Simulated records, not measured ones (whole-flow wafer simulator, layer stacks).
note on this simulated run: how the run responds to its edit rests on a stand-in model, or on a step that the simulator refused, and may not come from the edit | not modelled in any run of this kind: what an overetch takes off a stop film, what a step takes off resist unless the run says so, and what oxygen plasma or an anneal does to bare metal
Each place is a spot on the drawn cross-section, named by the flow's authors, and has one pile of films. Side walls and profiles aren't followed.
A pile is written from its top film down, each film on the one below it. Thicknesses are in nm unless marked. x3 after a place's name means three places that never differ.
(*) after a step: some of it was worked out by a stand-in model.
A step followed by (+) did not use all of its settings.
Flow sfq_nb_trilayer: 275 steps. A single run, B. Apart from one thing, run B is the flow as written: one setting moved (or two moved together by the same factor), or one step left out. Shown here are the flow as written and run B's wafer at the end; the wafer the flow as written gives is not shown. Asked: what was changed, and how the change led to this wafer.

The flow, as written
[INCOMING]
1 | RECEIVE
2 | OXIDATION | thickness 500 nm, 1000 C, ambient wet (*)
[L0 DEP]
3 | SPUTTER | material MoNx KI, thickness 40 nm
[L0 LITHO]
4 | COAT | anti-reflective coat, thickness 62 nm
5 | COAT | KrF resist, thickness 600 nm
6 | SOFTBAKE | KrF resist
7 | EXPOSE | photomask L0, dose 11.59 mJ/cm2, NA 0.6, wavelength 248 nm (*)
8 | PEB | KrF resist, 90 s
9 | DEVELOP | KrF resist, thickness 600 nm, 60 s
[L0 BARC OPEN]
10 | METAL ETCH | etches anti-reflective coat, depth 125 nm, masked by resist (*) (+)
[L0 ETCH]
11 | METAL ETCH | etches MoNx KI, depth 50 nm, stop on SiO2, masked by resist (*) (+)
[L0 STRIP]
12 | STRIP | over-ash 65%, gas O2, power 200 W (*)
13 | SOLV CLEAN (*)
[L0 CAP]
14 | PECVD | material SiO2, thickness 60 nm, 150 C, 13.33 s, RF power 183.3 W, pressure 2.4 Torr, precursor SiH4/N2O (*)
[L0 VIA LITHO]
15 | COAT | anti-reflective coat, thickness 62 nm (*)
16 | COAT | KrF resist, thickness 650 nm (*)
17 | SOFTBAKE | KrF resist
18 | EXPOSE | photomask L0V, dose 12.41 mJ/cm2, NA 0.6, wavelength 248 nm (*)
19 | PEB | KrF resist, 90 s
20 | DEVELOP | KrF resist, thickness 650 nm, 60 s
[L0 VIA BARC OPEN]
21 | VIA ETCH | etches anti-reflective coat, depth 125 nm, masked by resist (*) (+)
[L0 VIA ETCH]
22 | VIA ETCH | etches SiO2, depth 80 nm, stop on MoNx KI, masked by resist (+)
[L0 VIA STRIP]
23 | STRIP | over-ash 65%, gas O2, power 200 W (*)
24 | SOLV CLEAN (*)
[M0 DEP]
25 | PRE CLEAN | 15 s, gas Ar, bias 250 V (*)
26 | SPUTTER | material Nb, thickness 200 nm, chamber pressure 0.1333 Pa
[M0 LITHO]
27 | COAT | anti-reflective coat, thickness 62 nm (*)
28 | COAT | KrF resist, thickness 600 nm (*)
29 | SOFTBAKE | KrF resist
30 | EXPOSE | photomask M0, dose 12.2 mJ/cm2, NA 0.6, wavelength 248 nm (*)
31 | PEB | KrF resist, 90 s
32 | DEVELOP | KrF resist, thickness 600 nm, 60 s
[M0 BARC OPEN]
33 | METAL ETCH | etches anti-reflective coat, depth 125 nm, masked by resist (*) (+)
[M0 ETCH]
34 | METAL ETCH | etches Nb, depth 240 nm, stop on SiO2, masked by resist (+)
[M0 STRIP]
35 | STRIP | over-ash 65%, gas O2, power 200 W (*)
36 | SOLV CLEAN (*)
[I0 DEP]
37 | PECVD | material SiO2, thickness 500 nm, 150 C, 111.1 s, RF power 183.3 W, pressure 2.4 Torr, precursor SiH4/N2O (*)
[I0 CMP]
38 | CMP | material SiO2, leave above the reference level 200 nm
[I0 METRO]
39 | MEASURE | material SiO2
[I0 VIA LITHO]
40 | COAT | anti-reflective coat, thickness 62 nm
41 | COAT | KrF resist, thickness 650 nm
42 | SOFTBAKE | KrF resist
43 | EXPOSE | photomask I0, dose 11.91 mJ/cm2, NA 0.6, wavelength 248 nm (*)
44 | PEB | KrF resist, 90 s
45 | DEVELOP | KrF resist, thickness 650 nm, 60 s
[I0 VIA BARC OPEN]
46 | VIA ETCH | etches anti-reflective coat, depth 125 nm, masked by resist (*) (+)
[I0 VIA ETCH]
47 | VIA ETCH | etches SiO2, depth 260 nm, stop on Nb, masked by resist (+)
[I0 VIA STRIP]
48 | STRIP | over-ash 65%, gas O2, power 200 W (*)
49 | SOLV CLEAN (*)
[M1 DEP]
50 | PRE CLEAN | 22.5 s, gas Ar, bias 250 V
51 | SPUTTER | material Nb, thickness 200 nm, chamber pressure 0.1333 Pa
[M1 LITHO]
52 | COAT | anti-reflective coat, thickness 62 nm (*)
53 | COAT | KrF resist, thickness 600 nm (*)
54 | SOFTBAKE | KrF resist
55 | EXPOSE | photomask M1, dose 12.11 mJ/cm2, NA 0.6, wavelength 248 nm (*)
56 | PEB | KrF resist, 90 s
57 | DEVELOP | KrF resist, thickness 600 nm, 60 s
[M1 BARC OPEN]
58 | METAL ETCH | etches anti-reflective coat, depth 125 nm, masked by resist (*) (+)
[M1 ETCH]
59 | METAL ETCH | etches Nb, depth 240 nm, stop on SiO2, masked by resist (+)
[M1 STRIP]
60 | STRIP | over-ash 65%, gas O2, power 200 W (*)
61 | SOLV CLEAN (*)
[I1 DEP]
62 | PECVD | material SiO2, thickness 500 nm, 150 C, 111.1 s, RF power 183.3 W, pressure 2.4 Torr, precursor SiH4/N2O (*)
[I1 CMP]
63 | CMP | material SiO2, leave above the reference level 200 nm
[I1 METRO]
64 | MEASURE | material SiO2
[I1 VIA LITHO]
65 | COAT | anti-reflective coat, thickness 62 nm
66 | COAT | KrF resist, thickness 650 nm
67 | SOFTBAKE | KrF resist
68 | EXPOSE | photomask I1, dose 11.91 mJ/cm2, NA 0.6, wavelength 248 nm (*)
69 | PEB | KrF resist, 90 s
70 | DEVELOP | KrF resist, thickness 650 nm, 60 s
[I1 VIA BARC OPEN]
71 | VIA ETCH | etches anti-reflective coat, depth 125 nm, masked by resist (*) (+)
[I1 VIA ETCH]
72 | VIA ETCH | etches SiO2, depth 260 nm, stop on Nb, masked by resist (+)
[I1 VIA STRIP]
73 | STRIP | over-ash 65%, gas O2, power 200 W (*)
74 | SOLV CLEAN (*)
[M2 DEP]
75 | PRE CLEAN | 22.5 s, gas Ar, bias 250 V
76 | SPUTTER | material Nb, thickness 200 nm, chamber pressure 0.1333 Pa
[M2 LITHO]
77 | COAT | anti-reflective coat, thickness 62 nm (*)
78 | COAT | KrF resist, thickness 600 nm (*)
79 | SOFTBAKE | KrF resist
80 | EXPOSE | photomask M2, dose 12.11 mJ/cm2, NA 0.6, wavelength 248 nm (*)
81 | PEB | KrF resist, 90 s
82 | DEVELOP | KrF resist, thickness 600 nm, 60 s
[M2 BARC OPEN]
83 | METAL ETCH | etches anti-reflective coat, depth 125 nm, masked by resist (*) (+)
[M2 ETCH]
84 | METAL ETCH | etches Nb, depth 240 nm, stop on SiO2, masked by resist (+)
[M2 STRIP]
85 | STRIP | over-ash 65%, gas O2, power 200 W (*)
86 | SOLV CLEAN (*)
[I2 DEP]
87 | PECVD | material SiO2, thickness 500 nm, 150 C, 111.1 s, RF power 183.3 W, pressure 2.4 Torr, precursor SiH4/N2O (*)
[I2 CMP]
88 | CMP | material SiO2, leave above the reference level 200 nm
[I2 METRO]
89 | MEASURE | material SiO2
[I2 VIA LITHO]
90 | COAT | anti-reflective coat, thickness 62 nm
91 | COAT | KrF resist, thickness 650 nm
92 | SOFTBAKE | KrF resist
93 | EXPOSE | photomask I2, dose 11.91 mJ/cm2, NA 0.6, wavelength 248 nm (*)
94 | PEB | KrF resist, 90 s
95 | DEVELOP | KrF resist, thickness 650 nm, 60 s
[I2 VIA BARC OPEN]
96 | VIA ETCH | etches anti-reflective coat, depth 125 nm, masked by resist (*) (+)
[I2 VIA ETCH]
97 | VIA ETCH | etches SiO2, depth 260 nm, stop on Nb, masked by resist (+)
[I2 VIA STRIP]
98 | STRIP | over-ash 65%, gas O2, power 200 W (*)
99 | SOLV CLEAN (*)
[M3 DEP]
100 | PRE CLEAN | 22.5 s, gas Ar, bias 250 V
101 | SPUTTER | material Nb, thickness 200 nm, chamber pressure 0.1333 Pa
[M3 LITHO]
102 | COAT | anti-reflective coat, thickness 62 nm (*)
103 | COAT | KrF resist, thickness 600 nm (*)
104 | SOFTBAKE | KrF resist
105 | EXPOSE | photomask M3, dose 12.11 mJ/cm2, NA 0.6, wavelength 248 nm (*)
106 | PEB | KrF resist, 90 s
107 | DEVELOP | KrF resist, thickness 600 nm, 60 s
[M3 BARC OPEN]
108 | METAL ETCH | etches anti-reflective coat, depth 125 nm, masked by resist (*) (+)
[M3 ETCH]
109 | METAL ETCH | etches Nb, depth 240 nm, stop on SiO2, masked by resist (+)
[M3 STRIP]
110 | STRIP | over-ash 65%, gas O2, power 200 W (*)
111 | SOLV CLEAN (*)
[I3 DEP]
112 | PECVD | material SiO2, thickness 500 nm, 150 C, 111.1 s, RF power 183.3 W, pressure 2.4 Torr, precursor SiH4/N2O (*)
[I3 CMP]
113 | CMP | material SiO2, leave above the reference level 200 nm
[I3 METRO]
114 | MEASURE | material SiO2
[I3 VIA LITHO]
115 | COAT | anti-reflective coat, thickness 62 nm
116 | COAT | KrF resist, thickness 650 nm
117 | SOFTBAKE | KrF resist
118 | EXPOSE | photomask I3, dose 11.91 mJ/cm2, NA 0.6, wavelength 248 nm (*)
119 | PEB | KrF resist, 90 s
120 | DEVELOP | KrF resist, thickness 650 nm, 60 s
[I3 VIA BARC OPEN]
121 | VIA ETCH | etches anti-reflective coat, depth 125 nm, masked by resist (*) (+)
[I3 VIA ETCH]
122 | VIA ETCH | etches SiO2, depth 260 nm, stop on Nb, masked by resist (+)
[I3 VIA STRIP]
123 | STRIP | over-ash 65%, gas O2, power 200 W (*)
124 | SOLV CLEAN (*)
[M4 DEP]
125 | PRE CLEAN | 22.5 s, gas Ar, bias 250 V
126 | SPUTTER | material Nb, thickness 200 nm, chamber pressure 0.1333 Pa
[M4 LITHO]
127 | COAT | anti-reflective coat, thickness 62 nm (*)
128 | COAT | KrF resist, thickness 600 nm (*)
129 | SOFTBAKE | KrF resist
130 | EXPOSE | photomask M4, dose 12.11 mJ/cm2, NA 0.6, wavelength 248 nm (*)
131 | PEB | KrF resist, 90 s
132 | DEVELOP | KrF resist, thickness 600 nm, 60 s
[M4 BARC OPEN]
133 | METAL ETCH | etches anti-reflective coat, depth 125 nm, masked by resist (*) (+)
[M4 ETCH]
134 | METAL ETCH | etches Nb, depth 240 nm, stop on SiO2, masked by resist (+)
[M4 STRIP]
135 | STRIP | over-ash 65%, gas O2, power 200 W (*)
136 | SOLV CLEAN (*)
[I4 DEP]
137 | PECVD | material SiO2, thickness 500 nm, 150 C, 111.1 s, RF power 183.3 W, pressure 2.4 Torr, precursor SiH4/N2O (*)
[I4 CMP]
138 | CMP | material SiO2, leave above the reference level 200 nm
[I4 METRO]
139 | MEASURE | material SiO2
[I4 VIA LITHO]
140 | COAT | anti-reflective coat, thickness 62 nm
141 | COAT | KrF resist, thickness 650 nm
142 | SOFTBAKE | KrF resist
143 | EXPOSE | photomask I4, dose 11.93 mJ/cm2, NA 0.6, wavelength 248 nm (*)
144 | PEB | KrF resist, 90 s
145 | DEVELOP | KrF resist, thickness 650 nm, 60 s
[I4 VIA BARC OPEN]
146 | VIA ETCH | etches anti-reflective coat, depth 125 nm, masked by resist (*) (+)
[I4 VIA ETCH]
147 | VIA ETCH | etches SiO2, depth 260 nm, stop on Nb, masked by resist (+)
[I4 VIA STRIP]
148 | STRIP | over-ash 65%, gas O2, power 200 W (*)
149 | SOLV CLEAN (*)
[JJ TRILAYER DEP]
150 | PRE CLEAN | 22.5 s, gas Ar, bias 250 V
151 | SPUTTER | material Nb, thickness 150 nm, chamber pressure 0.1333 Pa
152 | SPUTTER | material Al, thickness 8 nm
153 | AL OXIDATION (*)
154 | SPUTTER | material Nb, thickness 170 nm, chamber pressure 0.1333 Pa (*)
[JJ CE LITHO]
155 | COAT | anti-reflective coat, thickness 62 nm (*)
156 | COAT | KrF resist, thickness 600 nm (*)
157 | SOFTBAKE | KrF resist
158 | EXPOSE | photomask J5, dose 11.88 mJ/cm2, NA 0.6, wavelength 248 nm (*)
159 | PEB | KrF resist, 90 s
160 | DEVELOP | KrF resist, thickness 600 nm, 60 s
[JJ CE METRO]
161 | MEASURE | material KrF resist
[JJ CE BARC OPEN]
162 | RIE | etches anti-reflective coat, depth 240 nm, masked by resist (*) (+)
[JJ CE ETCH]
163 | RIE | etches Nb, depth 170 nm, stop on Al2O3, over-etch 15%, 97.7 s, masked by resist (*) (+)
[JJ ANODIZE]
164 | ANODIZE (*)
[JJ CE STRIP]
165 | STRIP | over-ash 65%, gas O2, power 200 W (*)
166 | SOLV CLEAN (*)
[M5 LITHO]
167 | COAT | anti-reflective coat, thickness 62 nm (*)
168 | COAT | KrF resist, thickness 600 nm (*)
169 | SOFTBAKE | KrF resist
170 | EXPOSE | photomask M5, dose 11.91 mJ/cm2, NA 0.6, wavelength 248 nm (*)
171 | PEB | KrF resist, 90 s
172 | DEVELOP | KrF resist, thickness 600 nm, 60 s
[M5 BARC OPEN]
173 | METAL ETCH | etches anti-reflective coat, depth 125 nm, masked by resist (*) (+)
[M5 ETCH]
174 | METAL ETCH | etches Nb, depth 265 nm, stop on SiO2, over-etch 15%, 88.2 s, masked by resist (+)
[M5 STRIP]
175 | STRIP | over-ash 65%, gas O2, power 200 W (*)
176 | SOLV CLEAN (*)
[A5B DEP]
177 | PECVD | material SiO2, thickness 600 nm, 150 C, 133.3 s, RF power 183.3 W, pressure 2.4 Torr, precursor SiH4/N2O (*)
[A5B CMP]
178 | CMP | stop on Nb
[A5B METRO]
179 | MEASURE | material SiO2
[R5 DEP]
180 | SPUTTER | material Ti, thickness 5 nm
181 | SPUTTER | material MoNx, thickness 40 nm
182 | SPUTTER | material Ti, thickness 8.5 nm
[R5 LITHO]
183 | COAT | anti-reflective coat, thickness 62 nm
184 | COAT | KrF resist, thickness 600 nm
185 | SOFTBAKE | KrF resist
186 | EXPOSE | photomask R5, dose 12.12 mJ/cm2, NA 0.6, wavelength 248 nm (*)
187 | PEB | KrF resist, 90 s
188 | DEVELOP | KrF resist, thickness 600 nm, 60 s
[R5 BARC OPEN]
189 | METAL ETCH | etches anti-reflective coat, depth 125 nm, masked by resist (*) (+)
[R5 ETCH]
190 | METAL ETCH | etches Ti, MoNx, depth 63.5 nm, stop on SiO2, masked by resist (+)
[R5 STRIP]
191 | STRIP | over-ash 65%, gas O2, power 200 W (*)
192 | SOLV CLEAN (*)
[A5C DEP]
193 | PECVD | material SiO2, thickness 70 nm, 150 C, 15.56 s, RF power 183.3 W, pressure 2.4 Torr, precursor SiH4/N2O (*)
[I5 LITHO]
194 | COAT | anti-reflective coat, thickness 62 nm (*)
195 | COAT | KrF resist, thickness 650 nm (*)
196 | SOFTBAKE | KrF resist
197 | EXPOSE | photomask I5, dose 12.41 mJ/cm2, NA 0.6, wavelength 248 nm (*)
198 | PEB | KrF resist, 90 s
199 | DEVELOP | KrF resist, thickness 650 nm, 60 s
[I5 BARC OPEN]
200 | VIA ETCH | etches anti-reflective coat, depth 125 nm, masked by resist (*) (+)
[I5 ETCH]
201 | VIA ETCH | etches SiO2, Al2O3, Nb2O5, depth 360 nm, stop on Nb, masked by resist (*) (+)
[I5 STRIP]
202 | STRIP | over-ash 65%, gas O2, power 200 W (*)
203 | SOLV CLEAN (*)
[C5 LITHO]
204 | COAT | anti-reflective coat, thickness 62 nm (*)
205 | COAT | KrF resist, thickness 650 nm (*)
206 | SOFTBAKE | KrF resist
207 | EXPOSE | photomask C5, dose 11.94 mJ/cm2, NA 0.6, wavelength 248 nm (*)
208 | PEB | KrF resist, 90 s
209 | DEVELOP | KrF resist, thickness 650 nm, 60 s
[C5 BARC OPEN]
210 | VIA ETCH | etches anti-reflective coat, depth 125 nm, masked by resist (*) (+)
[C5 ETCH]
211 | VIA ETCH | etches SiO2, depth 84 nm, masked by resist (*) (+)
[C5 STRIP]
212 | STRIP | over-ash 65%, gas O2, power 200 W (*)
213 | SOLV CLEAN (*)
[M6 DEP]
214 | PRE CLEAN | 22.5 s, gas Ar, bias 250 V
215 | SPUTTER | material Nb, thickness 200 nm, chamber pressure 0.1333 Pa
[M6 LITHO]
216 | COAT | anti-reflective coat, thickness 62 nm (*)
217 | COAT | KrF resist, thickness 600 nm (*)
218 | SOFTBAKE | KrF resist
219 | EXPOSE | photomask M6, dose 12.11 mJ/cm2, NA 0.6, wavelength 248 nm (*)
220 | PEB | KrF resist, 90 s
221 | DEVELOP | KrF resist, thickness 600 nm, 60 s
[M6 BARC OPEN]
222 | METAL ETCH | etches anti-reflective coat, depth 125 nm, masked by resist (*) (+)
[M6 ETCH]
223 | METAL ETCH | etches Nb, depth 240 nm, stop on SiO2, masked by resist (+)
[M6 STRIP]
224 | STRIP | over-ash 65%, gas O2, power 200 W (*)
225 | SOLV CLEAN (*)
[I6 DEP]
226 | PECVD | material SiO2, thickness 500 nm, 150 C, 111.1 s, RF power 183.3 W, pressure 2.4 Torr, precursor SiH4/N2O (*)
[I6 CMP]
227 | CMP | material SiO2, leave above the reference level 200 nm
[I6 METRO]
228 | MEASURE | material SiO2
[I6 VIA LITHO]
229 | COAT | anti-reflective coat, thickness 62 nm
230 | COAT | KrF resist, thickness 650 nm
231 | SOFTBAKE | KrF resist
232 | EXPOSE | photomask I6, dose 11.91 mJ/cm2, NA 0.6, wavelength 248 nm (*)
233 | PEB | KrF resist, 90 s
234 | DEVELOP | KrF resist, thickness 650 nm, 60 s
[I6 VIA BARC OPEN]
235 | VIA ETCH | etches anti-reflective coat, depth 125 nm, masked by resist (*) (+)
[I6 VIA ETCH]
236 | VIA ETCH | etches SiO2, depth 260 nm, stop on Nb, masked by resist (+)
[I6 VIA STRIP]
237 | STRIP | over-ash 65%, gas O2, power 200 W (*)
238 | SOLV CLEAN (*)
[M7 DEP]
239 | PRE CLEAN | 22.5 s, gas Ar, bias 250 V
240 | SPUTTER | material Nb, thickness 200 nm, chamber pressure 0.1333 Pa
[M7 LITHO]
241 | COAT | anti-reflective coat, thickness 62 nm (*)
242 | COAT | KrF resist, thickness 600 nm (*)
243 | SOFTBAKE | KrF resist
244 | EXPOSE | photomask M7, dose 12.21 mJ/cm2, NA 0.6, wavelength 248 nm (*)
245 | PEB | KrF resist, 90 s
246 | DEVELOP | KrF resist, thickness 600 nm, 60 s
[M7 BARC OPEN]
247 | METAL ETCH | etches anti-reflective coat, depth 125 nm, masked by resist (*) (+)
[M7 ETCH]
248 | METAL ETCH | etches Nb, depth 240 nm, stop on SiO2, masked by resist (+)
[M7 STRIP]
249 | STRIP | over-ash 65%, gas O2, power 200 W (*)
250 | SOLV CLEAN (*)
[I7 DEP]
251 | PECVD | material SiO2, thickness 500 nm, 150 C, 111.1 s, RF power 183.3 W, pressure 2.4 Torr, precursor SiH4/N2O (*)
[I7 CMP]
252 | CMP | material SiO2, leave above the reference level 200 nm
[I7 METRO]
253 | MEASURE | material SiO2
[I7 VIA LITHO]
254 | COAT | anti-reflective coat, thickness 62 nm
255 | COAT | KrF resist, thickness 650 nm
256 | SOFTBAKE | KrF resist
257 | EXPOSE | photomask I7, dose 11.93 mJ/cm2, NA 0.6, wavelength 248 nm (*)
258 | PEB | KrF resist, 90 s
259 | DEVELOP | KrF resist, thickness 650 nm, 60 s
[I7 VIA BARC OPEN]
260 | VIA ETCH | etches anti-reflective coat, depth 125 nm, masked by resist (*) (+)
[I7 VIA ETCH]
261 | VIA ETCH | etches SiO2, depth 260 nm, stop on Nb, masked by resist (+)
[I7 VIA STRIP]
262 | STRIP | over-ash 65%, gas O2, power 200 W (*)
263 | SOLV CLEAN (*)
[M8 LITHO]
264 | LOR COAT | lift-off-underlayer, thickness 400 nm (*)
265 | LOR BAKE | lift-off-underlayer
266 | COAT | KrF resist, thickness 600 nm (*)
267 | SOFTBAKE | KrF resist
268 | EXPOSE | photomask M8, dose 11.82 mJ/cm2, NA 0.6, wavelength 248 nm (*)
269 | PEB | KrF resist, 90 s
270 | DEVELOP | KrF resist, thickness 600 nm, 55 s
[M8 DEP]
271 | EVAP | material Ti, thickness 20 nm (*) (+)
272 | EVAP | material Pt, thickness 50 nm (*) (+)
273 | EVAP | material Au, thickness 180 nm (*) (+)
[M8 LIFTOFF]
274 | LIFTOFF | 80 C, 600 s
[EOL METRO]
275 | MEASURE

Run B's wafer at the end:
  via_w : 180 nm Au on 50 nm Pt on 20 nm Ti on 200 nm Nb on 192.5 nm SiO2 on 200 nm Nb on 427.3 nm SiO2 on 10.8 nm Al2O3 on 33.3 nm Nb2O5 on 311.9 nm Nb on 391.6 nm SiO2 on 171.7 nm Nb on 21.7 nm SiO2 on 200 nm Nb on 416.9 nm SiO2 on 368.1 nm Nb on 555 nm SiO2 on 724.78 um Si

What caused this: step 97, VIA ETCH: depth 170.6 nm was run, while the flow as written has depth 260 nm.

Step by step, how the change led to this:
  97 | VIA ETCH | etches SiO2, depth 260 nm, stop on Nb, masked by resist (+)
      via_w: SiO2 loses 170.6 (it would be, as written: SiO2 loses 199.8 (all of it))
      field_l, v_sur, via_wl and 102 more: KrF resist loses 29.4 (it would be, as written: KrF resist loses 44.8)
  98 | STRIP | over-ash 65%, gas O2, power 200 W (*)
      field_l, v_sur, via_wl and 102 more: KrF resist loses 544 (all of it), anti-reflective coat loses 62 (all of it) (it would be, as written: KrF resist loses 528.6 (all of it), anti-reflective coat loses 62 (all of it))
  100 | PRE CLEAN | 22.5 s, gas Ar, bias 250 V
      via_w: SiO2 loses 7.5 (it would be, as written: Nb loses 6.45)
  101 | SPUTTER | material Nb, thickness 200 nm, chamber pressure 0.1333 Pa
      via_w: Nb gains 171.7 (new film) (it would be, as written: Nb gains 165.5)
  102 | COAT | anti-reflective coat, thickness 62 nm (*)
      via_w: anti-reflective coat gains 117 (new film) (it would be, as written: anti-reflective coat gains 124.8 (new film))
  103 | COAT | KrF resist, thickness 600 nm (*)
      via_w: KrF resist gains 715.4 (new film) (it would be, as written: KrF resist gains 737.9 (new film))
  110 | STRIP | over-ash 65%, gas O2, power 200 W (*)
      via_w: KrF resist loses 497.5 (all of it), anti-reflective coat loses 117 (all of it) (it would be, as written: KrF resist loses 520 (all of it), anti-reflective coat loses 124.8 (all of it))
  112 | PECVD | material SiO2, thickness 500 nm, 150 C, 111.1 s, RF power 183.3 W, pressure 2.4 Torr, precursor SiH4/N2O (*)
      via_w: SiO2 gains 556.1 (new film) (it would be, as written: SiO2 gains 615 (new film))
  113 | CMP | material SiO2, leave above the reference level 200 nm
      via_w: SiO2 loses 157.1 (it would be, as written: SiO2 loses 181.6)
With metal films that touch counted as one body, via_w has 6 bodies (between them, from the top down: SiO2 192.5; SiO2 427.3 / Al2O3 10.8 / Nb2O5 33.3; SiO2 391.6; SiO2 21.7; SiO2 416.9); the flow as written gives 5 bodies (between them, from the top down: SiO2 192.5; SiO2 427.3 / Al2O3 10.8 / Nb2O5 33.3; SiO2 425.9; SiO2 416.9).
